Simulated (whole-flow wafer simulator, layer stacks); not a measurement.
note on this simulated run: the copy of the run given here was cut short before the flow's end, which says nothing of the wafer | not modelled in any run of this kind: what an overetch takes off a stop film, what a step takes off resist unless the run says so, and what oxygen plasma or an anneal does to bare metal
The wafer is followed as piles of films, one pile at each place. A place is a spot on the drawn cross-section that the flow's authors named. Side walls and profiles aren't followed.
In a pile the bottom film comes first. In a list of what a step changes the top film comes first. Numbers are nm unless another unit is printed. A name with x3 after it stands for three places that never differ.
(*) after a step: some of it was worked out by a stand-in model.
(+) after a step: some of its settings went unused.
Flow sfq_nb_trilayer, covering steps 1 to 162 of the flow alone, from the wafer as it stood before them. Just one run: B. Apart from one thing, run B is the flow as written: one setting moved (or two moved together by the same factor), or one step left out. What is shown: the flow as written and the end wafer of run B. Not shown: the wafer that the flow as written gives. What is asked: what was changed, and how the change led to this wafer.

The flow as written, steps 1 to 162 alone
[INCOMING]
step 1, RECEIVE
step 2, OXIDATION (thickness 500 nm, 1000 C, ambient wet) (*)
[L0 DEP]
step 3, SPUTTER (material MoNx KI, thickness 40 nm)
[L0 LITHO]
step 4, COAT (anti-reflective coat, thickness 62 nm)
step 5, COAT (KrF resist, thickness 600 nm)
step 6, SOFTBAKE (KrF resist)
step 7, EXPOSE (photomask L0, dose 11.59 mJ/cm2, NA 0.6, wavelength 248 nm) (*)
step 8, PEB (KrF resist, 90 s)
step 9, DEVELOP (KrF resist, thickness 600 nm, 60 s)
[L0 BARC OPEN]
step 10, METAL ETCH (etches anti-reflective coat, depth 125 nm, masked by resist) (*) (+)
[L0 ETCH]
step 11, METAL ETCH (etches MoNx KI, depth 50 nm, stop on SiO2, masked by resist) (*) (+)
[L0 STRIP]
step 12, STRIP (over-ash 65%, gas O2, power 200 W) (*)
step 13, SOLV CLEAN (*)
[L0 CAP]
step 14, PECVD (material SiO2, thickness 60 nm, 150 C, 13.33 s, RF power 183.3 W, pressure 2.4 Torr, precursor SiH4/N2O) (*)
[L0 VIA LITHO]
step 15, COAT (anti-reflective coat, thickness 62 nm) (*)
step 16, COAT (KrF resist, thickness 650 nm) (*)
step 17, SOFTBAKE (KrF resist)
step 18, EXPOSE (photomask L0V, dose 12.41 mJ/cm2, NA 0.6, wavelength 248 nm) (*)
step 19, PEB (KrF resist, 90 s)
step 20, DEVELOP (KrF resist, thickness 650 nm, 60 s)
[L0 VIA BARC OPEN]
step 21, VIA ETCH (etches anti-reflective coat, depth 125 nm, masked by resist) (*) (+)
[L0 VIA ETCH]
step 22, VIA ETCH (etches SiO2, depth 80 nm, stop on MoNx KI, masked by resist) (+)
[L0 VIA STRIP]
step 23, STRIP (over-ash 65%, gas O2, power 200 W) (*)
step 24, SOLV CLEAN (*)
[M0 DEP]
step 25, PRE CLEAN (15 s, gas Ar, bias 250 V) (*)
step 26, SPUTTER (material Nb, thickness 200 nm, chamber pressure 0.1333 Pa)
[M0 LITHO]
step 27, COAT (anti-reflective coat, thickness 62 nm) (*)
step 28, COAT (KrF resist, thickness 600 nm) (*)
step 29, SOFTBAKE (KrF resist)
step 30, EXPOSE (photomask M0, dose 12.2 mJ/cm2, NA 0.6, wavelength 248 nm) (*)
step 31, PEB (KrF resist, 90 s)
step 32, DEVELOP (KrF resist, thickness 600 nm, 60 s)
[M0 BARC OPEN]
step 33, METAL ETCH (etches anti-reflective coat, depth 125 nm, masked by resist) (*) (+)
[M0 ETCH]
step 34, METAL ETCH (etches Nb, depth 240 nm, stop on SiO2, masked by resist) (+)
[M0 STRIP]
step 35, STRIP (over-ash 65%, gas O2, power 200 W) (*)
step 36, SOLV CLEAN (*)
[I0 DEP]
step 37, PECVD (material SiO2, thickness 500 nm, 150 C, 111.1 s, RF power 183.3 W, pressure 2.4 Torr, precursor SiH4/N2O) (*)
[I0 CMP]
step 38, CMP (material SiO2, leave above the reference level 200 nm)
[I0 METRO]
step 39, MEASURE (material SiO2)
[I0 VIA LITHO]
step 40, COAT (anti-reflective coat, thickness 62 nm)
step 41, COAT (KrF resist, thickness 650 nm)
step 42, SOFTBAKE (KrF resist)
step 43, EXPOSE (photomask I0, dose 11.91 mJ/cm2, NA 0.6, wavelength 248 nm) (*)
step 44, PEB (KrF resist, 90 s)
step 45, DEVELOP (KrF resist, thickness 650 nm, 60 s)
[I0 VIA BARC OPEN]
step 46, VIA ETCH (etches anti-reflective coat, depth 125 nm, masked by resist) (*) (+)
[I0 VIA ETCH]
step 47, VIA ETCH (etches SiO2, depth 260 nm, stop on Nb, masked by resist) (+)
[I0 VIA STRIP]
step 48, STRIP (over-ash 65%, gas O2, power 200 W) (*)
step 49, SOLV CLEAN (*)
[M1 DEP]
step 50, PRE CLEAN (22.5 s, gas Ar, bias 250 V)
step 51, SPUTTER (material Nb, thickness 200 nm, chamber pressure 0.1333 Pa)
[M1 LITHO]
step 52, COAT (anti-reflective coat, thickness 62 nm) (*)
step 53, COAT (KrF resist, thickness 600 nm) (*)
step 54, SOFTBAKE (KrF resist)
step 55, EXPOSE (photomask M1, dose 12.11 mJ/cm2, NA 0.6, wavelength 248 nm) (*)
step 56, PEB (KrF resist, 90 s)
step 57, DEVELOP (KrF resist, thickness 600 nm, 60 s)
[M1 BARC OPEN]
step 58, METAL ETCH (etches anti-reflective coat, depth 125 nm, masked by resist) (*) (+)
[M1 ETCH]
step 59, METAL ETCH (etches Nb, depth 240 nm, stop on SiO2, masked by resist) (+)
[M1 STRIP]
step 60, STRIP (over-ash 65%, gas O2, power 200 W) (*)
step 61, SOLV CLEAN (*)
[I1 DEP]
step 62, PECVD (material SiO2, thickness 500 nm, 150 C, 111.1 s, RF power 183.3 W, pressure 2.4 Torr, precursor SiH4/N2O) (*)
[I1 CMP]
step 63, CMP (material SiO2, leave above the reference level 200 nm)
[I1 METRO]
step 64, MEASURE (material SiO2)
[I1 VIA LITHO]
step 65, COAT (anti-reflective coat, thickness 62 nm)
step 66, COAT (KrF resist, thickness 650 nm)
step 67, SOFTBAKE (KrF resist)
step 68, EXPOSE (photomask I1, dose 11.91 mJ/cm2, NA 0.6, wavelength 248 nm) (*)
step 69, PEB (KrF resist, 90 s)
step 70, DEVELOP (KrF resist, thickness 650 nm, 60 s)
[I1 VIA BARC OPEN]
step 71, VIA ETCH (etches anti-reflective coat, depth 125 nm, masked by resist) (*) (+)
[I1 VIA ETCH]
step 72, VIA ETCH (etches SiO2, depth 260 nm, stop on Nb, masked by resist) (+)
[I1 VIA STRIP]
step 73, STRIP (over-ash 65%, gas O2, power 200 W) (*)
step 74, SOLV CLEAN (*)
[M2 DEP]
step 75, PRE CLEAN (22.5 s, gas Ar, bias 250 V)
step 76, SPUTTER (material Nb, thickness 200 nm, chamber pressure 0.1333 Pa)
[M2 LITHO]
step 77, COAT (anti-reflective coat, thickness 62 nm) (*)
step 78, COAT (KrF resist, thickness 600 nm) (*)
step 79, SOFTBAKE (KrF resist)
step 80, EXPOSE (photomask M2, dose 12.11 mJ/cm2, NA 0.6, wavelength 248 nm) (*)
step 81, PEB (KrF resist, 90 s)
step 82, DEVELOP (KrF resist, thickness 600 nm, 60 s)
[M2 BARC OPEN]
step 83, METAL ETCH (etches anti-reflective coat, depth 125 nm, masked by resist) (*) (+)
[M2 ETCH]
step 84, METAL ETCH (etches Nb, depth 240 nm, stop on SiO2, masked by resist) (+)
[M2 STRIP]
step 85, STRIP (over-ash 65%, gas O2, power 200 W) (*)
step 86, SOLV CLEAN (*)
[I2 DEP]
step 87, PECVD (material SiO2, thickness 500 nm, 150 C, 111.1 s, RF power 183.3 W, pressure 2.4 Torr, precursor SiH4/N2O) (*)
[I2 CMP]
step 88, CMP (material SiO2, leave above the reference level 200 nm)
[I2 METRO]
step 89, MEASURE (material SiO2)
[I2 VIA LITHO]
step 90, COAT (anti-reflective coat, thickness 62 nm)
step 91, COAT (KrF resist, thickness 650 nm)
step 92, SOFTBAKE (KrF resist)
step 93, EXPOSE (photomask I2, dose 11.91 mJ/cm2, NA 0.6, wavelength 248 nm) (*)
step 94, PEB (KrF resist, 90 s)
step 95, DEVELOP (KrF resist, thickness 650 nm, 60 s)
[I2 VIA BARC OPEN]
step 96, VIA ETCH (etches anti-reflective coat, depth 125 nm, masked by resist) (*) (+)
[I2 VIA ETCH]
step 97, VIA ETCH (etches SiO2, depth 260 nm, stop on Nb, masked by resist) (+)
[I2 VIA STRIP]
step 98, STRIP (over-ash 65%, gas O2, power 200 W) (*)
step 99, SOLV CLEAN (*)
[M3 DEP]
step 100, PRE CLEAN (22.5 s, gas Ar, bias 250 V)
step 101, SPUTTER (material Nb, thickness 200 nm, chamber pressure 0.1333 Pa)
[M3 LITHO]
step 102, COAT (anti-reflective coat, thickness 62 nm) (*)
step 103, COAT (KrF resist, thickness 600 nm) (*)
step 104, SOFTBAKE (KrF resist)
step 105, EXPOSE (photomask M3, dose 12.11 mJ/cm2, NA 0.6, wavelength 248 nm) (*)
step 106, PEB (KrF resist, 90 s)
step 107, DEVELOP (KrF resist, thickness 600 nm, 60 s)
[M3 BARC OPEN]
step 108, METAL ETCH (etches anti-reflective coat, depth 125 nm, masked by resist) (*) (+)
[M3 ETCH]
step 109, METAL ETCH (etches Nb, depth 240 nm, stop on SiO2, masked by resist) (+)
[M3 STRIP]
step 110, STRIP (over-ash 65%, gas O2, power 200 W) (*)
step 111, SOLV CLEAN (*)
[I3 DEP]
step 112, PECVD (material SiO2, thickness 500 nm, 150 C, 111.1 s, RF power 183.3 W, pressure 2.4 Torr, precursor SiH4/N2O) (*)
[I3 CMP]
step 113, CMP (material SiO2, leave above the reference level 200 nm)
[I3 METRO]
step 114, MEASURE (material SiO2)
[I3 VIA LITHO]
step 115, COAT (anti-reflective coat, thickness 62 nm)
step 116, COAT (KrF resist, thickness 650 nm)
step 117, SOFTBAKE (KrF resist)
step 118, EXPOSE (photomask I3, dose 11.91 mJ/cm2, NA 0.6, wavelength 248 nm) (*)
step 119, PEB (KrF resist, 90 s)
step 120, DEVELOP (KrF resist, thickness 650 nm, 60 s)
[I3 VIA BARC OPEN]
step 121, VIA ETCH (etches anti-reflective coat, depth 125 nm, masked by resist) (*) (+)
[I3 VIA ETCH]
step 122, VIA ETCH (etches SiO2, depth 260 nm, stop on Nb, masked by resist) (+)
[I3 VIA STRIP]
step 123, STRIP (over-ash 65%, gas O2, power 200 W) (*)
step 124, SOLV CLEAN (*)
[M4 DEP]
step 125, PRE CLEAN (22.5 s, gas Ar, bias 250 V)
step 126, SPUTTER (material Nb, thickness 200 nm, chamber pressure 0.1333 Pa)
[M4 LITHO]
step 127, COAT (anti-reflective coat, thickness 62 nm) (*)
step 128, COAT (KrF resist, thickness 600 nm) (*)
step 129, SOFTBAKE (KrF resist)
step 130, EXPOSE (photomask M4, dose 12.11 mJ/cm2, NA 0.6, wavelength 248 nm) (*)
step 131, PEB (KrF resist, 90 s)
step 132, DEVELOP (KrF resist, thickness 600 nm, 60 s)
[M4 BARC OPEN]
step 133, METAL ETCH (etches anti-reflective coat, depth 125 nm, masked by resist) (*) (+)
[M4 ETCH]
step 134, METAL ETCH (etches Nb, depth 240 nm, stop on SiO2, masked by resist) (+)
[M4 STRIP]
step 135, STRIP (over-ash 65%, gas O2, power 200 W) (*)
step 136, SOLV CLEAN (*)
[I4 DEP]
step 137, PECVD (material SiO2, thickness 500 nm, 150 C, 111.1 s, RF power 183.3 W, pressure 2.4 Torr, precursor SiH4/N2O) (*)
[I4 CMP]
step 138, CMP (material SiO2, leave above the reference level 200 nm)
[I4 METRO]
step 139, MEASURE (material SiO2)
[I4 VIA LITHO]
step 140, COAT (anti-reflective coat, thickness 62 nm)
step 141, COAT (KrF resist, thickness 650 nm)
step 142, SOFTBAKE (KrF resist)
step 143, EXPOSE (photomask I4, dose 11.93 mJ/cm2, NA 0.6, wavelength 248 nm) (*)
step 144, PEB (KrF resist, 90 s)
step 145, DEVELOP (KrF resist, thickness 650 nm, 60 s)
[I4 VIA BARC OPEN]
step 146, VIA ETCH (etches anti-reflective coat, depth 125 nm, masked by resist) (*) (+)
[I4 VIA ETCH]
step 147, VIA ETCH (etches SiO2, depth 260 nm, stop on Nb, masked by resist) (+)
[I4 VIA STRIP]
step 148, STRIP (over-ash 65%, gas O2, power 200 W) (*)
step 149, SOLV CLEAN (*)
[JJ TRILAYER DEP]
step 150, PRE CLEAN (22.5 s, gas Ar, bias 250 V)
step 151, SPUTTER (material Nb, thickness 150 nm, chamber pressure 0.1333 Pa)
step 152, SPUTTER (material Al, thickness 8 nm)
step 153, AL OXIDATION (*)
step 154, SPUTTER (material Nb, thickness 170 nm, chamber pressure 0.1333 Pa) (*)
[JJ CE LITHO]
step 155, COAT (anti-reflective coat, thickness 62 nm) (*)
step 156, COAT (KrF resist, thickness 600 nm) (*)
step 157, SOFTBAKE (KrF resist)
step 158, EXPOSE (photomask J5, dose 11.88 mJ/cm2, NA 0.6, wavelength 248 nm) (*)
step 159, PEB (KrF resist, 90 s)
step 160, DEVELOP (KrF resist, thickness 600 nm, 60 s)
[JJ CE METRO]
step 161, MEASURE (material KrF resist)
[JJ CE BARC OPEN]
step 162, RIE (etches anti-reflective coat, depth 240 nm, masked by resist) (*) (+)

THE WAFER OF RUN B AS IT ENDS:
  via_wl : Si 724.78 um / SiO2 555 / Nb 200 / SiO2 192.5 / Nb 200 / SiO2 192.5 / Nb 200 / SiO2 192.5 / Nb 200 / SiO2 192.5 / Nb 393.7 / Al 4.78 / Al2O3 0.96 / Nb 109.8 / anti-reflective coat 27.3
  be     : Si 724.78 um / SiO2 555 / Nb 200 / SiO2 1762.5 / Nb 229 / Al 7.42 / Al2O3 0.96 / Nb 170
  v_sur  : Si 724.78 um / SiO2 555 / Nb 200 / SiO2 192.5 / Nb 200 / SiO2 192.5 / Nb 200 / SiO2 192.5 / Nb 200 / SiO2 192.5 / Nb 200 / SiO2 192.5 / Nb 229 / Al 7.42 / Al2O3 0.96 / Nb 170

The reason: step 151, SPUTTER: thickness 229 nm was run, while the flow as written has thickness 150 nm.
One can read it off the wafer: be has Nb 229, and step 151 as written asks for 150 nm.

Step by step, how the change led to this:
  step 151, SPUTTER (material Nb, thickness 150 nm, chamber pressure 0.1333 Pa)
      field_l, v_sur, via_sp and 100 more: Nb gains 229 (new film) (in the flow as written it would be: Nb gains 150 (new film))
      via_wl, via_w, via_wr: Nb gains 200.1 (in the flow as written it would be: Nb gains 130.4)
  step 154, SPUTTER (material Nb, thickness 170 nm, chamber pressure 0.1333 Pa) (*)
      via_wl, via_wr: Nb gains 109.8 (new film) (in the flow as written it would be: Nb gains 140.7 (new film))
      via_w: Nb gains 155.2 (new film) (in the flow as written it would be: Nb gains 141 (new film))
  step 155, COAT (anti-reflective coat, thickness 62 nm) (*)
      via_wl, via_wr: anti-reflective coat gains 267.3 (new film) (in the flow as written it would be: anti-reflective coat gains 209.4 (new film))
      via_w: anti-reflective coat gains 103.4 (new film) (in the flow as written it would be: anti-reflective coat gains 97.4 (new film))
  step 156, COAT (KrF resist, thickness 600 nm) (*)
      via_wl: KrF resist gains 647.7 (new film) (in the flow as written it would be: KrF resist gains 663 (new film))
      via_wr: KrF resist gains 647.9 (new film) (in the flow as written it would be: KrF resist gains 663.2 (new film))
  step 160, DEVELOP (KrF resist, thickness 600 nm, 60 s)
      via_wl: KrF resist loses 646.3 (all of it) (in the flow as written it would be: KrF resist loses 661.6 (all of it))
      via_wr: KrF resist loses 646.5 (all of it) (in the flow as written it would be: KrF resist loses 661.8 (all of it))
  step 162, RIE (etches anti-reflective coat, depth 240 nm, masked by resist) (*) (+)
      via_wl, via_wr: anti-reflective coat loses 240 (in the flow as written it would be: anti-reflective coat loses 209.4 (all of it))
      ce_l, c5j, ce_r, wl_jj: KrF resist loses 240 (in the flow as written it would be: KrF resist loses 209.4)
      (as well as at 1 more place)
